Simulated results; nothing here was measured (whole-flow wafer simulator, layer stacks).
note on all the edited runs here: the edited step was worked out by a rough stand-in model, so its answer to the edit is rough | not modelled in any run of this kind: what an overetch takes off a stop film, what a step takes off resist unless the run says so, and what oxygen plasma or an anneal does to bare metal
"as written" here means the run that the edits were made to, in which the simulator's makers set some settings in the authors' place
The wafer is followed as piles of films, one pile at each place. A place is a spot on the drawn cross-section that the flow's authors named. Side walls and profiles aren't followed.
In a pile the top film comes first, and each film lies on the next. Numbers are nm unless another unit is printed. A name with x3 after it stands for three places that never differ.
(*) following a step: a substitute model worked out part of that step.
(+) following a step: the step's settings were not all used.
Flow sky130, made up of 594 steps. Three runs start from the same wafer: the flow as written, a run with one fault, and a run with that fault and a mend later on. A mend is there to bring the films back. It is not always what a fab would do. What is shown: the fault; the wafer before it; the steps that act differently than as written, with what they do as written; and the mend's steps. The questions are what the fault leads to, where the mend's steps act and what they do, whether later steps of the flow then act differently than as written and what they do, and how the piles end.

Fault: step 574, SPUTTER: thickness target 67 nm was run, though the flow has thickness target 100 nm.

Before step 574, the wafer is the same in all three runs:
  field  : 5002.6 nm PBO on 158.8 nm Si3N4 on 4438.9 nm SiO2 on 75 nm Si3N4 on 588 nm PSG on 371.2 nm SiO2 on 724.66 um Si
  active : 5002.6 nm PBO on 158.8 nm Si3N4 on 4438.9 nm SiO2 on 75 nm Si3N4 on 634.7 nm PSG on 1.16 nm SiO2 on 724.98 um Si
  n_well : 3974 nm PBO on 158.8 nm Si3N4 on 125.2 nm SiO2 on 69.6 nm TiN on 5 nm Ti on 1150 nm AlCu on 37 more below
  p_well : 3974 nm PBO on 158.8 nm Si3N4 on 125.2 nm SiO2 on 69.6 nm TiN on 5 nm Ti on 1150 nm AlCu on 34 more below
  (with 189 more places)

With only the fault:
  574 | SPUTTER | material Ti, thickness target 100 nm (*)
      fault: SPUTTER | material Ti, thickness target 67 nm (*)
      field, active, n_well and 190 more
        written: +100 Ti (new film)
        fault: +67 Ti (new film)
  Later steps of the flow acting differently than as written (7 other steps are not shown; they differ only slightly, by no more than 2% or 0.5 nm, whichever is larger):
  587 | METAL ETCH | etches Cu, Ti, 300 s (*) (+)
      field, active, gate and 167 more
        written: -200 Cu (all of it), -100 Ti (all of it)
        fault: -200 Cu (all of it), -67 Ti (all of it)
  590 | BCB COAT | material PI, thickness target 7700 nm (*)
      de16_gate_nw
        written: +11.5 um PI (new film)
        fault: +11.47 um PI (new film)
  At n_well, p_well, sd_n and 20 more, the piles at the end differ from the flow's by more than 2% or 0.5 nm, whichever is larger.
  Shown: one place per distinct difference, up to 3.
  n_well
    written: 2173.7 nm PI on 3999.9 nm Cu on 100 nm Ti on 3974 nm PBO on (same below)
    fault: 2195.1 nm PI on 3999.9 nm Cu on 67 nm Ti on 3974 nm PBO on (same below)
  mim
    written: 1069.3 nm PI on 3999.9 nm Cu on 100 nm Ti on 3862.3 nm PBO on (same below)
    fault: 1100.2 nm PI on 3999.9 nm Cu on 67 nm Ti on 3862.3 nm PBO on (same below)
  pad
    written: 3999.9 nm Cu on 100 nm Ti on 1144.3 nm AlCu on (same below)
    fault: 3999.9 nm Cu on 67 nm Ti on 1144.3 nm AlCu on (same below)

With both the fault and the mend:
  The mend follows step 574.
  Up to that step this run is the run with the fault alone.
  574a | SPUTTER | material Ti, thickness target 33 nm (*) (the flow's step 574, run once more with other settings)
      field, active, n_well and 190 more
        +33 Ti
  Later steps of the flow that are run all act as written at every place that is followed, up to a difference of at most 2% or 0.5 nm, whichever is larger.
  The piles end the same as the flow's at every place that both follow.
